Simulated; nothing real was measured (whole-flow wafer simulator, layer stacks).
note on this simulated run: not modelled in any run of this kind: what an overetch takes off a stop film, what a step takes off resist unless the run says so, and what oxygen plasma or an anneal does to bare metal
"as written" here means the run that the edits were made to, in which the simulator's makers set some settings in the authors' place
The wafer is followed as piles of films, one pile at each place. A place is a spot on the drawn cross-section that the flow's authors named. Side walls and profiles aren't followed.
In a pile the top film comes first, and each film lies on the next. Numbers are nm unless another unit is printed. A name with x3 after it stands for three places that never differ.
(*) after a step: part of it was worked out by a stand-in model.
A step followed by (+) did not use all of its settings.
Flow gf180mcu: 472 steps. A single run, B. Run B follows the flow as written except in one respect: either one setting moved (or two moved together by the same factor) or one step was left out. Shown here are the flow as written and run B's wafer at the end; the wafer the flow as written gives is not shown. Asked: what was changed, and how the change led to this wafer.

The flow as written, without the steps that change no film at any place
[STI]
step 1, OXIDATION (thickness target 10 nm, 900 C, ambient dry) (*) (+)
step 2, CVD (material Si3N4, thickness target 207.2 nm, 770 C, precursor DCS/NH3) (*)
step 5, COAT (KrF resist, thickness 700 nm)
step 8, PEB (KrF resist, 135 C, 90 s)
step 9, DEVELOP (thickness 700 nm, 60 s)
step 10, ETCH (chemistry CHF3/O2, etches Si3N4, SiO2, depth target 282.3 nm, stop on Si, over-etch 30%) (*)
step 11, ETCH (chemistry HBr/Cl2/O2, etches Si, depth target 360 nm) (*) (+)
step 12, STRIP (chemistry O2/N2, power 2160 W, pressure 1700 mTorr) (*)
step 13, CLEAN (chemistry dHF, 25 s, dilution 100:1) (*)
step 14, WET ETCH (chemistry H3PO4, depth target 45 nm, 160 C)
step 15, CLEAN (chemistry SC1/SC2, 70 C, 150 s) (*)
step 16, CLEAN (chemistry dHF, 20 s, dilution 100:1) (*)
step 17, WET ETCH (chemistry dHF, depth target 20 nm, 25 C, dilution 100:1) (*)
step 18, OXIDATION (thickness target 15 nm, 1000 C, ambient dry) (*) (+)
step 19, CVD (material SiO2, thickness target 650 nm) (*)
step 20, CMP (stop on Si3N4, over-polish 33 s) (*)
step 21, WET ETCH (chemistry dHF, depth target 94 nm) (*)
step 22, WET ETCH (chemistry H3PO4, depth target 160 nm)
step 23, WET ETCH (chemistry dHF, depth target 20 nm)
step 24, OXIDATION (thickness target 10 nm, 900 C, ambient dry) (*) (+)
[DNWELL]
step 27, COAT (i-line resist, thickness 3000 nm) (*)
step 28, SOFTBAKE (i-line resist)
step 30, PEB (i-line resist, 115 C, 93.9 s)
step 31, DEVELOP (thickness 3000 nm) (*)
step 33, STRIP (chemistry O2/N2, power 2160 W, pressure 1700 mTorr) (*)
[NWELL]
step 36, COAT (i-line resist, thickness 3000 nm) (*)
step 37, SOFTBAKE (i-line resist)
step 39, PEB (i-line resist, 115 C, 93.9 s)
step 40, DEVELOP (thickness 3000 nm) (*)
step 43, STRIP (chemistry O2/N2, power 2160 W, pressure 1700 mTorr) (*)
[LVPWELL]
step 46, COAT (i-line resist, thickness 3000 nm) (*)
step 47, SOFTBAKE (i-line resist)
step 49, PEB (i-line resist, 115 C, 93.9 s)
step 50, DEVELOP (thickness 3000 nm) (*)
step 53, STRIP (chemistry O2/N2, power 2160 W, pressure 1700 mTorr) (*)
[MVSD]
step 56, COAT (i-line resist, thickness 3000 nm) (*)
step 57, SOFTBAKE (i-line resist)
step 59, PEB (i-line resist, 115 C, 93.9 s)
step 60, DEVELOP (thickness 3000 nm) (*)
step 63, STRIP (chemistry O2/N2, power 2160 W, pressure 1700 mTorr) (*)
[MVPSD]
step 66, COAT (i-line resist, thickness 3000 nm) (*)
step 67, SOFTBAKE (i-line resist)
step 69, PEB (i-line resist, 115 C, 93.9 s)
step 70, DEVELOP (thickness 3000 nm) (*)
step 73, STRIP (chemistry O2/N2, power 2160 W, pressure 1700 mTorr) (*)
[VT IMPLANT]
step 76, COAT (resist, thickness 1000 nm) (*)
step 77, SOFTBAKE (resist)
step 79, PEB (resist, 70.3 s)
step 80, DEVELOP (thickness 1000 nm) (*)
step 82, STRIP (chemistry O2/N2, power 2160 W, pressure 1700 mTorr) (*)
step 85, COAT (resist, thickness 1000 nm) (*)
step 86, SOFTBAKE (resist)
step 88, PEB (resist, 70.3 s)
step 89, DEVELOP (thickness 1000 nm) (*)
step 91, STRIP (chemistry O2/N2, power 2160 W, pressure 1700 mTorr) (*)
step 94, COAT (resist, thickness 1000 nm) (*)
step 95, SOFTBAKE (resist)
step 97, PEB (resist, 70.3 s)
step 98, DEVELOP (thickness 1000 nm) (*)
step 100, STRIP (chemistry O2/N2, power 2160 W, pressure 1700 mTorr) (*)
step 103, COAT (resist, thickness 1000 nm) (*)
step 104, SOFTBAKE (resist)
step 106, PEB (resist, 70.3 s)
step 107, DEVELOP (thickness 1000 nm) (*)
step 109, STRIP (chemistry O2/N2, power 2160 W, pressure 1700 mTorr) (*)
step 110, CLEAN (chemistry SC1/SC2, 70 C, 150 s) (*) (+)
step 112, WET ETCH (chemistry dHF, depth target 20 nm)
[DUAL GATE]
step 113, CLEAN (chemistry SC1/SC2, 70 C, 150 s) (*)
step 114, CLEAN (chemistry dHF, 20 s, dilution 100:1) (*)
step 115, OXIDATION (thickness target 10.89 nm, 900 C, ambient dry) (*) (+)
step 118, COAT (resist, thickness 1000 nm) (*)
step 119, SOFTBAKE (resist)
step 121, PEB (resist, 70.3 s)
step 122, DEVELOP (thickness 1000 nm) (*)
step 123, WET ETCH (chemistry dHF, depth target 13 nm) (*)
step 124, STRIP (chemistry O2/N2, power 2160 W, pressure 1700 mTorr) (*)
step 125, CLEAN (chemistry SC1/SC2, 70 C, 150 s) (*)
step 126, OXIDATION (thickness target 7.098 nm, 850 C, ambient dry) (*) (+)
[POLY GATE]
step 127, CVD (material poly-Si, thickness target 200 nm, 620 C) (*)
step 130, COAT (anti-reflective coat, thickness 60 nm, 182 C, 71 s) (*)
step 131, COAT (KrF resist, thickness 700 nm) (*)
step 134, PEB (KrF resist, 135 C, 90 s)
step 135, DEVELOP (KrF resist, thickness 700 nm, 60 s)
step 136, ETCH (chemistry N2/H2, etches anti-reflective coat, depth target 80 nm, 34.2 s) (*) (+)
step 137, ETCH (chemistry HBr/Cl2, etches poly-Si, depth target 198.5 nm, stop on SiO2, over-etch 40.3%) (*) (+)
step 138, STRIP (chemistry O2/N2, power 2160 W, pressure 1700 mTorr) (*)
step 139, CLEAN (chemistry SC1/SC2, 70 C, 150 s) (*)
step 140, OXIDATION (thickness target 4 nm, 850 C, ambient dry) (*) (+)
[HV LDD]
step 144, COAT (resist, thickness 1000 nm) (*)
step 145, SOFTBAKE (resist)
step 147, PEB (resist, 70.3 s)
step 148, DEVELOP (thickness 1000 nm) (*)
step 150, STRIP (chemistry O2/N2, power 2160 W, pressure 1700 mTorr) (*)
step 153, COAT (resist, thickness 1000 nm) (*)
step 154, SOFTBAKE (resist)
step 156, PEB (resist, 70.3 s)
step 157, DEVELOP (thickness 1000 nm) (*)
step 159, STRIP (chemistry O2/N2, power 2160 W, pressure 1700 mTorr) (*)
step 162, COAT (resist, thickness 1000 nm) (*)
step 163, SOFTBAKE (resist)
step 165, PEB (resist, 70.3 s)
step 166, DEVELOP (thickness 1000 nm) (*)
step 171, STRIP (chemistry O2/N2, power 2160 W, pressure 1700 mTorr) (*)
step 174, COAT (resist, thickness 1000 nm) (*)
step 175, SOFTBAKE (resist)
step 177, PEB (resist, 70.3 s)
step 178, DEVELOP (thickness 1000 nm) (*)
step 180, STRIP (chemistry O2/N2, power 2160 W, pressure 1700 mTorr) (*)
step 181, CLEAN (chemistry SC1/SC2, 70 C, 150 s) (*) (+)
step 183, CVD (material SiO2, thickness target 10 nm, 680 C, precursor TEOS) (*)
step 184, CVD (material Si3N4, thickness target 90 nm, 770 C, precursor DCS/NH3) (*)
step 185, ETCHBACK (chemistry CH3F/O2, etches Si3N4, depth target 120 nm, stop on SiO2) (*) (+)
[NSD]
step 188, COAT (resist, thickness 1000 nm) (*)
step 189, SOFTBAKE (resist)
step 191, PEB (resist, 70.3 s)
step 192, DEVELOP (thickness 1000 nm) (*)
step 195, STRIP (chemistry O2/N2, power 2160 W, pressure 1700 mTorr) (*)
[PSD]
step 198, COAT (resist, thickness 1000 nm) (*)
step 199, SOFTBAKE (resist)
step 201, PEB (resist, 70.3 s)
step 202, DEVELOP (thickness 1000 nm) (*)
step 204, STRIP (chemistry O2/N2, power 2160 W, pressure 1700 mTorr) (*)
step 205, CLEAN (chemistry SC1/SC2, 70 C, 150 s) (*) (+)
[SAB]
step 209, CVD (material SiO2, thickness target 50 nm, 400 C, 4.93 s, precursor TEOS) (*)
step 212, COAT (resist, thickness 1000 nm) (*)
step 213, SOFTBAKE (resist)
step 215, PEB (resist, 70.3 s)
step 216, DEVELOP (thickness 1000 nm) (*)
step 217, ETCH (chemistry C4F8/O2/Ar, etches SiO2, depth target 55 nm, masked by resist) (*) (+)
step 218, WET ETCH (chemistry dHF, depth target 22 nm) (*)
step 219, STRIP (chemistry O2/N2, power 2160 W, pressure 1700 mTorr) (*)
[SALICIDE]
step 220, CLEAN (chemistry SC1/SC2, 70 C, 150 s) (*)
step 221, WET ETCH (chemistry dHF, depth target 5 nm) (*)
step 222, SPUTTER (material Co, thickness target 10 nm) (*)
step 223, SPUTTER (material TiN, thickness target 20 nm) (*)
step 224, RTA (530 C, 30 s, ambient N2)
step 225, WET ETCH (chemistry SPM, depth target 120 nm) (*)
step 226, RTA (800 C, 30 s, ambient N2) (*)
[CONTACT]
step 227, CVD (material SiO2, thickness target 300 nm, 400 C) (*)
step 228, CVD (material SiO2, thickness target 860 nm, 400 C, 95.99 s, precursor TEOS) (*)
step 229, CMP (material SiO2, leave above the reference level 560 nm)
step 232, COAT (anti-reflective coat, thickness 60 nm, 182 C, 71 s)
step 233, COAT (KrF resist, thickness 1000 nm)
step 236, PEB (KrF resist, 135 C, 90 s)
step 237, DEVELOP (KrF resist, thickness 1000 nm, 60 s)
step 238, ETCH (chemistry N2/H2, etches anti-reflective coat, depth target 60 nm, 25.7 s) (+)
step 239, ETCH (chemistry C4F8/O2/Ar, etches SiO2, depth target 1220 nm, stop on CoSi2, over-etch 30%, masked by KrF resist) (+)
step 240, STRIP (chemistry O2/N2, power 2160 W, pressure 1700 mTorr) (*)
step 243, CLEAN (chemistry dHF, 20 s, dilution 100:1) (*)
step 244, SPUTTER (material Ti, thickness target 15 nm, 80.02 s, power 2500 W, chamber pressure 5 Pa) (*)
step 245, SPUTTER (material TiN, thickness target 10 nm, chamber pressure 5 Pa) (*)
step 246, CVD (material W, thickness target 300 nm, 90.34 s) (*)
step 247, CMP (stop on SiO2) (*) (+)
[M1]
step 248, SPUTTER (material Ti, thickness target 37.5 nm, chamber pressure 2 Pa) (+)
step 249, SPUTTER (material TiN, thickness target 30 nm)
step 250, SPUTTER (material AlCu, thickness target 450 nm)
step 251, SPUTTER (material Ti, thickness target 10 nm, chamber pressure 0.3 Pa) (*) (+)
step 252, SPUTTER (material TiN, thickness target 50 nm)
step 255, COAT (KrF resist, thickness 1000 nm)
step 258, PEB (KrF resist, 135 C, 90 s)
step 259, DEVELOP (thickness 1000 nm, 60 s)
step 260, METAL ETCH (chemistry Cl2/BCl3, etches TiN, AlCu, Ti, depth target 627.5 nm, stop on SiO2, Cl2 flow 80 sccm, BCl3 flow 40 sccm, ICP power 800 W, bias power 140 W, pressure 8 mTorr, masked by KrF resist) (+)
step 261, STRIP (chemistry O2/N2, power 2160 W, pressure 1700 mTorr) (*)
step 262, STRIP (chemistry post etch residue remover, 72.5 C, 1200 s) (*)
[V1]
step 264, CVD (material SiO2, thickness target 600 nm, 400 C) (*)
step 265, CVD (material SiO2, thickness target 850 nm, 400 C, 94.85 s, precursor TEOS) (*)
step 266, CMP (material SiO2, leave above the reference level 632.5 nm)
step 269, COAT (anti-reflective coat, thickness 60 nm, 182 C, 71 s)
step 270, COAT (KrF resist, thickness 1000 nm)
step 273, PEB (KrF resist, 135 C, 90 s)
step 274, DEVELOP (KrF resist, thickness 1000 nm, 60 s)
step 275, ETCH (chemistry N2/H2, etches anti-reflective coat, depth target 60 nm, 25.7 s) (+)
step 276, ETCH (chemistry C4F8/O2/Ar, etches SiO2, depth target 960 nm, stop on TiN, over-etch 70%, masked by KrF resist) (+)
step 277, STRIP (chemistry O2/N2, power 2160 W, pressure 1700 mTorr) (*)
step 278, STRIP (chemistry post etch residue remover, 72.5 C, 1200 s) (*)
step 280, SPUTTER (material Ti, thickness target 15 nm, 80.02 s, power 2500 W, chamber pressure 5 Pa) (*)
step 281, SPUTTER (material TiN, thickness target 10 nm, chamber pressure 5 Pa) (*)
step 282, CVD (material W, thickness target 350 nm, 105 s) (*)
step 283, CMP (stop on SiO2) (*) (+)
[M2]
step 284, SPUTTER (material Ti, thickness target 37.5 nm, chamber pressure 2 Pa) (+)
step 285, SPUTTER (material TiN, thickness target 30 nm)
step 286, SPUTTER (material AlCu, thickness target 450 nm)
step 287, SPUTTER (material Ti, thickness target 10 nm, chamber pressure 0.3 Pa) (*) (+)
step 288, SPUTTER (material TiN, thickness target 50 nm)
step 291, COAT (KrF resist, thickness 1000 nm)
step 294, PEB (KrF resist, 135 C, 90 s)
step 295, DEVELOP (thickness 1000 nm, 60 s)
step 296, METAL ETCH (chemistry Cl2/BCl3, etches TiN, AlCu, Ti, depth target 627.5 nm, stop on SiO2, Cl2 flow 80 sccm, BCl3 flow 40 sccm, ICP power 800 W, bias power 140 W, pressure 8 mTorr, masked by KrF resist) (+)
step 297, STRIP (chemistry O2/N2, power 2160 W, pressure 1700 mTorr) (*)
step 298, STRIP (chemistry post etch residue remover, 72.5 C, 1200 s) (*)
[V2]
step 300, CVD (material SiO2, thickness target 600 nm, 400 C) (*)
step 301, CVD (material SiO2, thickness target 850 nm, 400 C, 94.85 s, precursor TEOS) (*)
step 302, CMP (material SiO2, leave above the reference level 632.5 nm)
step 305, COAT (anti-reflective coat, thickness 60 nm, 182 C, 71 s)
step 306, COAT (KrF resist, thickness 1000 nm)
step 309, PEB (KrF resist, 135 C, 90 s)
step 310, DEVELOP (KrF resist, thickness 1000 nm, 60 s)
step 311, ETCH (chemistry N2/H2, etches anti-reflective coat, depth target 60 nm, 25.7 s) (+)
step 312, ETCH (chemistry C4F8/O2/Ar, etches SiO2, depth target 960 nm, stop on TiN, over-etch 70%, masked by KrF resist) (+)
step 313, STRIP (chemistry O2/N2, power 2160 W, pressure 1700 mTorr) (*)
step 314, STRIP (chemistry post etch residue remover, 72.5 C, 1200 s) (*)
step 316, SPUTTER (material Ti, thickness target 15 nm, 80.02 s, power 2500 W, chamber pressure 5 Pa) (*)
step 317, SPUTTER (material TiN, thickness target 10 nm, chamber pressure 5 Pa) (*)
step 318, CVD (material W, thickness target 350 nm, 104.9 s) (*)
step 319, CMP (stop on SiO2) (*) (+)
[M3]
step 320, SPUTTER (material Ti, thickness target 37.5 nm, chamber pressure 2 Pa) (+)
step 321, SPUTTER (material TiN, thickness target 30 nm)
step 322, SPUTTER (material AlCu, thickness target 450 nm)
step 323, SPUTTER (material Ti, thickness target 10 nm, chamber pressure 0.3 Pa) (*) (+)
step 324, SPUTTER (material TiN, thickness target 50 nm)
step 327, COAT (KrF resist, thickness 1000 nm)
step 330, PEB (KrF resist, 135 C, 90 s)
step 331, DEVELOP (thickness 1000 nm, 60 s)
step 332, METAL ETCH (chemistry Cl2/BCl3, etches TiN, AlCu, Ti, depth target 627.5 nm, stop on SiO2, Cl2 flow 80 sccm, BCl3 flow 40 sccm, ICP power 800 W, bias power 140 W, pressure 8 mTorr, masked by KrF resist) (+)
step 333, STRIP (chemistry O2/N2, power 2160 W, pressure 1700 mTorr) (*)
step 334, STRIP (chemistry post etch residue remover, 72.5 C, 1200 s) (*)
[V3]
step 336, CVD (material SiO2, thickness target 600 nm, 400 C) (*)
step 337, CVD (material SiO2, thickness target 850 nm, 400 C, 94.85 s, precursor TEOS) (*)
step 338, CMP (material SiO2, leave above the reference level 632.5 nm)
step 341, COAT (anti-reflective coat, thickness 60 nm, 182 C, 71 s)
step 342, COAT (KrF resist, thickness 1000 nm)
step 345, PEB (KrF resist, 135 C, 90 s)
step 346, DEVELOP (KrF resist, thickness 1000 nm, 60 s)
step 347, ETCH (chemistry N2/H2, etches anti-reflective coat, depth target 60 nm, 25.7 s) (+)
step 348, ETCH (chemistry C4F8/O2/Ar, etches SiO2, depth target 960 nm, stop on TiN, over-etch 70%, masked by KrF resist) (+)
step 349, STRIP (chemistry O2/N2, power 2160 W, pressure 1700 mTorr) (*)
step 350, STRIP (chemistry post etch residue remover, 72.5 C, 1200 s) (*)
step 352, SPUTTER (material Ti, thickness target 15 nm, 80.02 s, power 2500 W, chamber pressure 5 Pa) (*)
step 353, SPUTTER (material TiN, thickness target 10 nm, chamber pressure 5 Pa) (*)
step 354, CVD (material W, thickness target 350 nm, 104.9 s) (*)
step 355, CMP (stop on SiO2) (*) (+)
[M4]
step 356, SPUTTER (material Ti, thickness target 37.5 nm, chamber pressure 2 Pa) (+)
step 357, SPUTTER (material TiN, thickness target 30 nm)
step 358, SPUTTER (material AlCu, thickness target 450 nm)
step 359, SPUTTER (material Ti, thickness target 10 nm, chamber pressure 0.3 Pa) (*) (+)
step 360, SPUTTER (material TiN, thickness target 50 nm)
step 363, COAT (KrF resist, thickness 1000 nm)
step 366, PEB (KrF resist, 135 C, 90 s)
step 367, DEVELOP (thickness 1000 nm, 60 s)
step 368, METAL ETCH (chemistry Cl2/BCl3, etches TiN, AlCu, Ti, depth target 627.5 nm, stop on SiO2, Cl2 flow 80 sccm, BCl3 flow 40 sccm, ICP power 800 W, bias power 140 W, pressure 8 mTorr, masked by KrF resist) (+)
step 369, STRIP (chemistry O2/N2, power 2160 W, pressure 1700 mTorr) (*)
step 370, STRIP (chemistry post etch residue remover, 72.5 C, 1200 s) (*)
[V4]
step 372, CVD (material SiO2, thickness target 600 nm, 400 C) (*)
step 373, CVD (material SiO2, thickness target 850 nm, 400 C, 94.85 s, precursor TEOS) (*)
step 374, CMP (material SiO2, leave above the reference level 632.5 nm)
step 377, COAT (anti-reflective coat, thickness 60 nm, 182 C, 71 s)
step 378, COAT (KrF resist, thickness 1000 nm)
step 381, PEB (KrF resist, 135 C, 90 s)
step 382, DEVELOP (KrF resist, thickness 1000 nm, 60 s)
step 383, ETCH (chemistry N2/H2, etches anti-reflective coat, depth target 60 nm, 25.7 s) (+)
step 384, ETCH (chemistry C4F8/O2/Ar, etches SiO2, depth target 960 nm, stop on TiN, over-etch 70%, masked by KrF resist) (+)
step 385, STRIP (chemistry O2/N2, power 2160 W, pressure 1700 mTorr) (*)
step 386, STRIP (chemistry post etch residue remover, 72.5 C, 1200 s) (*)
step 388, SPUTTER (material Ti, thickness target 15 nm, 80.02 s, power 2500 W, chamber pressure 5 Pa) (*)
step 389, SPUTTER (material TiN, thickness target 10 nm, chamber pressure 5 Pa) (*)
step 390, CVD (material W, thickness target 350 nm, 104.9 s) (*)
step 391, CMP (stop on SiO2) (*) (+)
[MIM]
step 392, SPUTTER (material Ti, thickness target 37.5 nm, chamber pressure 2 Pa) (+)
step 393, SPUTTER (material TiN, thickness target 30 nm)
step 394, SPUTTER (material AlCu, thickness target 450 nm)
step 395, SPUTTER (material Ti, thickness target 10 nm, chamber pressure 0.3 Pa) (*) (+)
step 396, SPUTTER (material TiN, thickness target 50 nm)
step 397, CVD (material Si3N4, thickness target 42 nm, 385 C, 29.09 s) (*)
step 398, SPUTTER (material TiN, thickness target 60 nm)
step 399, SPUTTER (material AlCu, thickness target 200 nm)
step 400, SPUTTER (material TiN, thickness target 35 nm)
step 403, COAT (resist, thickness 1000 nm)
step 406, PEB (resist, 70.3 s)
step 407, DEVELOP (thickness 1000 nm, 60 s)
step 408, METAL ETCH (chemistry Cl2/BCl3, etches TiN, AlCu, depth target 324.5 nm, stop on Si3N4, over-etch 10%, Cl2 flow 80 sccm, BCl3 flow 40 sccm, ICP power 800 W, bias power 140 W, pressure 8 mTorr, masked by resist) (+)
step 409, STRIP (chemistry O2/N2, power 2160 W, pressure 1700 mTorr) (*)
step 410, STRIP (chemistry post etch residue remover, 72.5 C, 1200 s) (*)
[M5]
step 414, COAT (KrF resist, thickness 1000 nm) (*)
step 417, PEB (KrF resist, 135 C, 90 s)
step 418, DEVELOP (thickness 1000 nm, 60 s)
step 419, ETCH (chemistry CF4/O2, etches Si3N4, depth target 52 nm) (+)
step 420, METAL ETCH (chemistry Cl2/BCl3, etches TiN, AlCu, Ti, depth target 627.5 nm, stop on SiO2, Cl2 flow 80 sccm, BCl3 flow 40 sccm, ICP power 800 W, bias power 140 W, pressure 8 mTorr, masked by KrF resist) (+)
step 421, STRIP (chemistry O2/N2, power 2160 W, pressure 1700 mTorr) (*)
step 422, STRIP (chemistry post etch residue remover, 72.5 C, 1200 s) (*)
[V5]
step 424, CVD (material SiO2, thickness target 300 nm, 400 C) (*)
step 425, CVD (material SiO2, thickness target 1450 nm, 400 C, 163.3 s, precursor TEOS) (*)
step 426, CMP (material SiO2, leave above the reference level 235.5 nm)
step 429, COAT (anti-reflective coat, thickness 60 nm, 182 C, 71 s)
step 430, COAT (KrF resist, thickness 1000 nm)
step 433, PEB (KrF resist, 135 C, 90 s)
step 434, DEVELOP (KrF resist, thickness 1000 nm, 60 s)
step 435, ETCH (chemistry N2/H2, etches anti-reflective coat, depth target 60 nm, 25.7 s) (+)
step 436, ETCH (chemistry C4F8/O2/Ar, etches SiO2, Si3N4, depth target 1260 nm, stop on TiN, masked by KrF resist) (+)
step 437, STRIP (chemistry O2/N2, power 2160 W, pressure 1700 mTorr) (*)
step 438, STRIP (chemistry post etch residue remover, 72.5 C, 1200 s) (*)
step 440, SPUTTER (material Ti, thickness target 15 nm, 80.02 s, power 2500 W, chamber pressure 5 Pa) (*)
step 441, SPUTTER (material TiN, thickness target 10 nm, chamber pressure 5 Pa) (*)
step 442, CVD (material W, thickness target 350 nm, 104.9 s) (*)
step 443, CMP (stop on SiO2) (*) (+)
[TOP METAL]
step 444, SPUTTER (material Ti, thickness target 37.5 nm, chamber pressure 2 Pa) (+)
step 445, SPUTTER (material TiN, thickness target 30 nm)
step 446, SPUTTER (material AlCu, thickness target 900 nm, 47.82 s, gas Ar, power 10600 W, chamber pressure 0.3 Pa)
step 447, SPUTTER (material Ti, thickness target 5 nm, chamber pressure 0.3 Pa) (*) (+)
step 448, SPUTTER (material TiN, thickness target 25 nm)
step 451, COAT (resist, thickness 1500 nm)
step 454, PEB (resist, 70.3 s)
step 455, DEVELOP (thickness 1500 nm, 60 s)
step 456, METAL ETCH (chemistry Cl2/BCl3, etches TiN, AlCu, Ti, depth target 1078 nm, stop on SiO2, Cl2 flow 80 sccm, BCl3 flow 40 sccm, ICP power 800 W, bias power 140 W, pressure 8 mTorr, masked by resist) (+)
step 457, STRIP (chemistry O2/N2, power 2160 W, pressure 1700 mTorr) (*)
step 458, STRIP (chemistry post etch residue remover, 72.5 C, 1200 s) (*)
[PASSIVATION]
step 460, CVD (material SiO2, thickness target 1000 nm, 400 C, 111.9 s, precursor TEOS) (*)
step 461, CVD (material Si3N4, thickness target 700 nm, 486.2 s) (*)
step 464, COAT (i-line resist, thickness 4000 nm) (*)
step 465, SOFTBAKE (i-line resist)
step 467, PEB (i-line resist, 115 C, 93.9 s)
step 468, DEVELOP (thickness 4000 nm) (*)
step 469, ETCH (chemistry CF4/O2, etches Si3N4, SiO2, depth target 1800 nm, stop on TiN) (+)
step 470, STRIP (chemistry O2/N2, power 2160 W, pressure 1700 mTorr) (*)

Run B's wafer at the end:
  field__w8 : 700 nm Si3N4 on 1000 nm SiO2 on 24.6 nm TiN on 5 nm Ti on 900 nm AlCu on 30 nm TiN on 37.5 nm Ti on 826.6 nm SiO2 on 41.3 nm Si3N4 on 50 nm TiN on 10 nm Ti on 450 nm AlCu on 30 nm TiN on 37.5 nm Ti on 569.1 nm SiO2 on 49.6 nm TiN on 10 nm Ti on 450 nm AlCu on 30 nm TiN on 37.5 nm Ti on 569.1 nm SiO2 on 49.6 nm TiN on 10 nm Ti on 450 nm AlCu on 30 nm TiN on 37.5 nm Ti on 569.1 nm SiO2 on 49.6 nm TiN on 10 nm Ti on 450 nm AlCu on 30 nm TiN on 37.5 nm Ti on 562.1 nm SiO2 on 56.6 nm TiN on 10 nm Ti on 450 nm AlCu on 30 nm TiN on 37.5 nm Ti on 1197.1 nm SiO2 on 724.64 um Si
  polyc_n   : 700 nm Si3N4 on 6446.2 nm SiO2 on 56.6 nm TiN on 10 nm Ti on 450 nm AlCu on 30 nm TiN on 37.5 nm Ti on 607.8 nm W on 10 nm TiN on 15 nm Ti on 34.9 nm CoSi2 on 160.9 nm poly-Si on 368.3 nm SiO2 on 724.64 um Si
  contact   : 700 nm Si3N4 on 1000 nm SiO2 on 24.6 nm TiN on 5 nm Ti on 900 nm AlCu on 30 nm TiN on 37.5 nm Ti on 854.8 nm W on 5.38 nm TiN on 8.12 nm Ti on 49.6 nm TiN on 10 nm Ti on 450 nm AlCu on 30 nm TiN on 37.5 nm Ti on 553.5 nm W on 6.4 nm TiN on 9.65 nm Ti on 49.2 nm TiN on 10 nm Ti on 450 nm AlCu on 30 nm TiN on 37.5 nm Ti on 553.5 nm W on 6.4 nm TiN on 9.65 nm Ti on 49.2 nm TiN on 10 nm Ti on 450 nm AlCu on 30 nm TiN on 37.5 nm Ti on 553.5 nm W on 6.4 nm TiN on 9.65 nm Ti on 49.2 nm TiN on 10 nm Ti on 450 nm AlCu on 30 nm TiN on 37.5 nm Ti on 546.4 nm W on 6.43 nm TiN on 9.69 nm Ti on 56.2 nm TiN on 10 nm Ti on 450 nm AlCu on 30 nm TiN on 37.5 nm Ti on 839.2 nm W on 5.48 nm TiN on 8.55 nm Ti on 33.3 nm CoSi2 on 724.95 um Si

What caused this: step 252, SPUTTER: thickness target 57 nm was run, though the flow has thickness target 50 nm.

The path from the change to this, step by step:
  step 252, SPUTTER (material TiN, thickness target 50 nm)
      field, field__w1, field__w2 and 108 more: TiN gains 57 (new film) (as written it would have been: TiN gains 50 (new film))
  step 260, METAL ETCH (chemistry Cl2/BCl3, etches TiN, AlCu, Ti, depth target 627.5 nm, stop on SiO2, Cl2 flow 80 sccm, BCl3 flow 40 sccm, ICP power 800 W, bias power 140 W, pressure 8 mTorr, masked by KrF resist) (+)
      field, field__w1, field__w2 and 99 more: TiN loses 57 (all of it), Ti loses 10 (all of it), AlCu loses 450 (all of it), TiN loses 30 (all of it), Ti loses 37.5 (all of it) (as written it would have been: TiN loses 50 (all of it), Ti loses 10 (all of it), AlCu loses 450 (all of it), TiN loses 30 (all of it), Ti loses 37.5 (all of it))
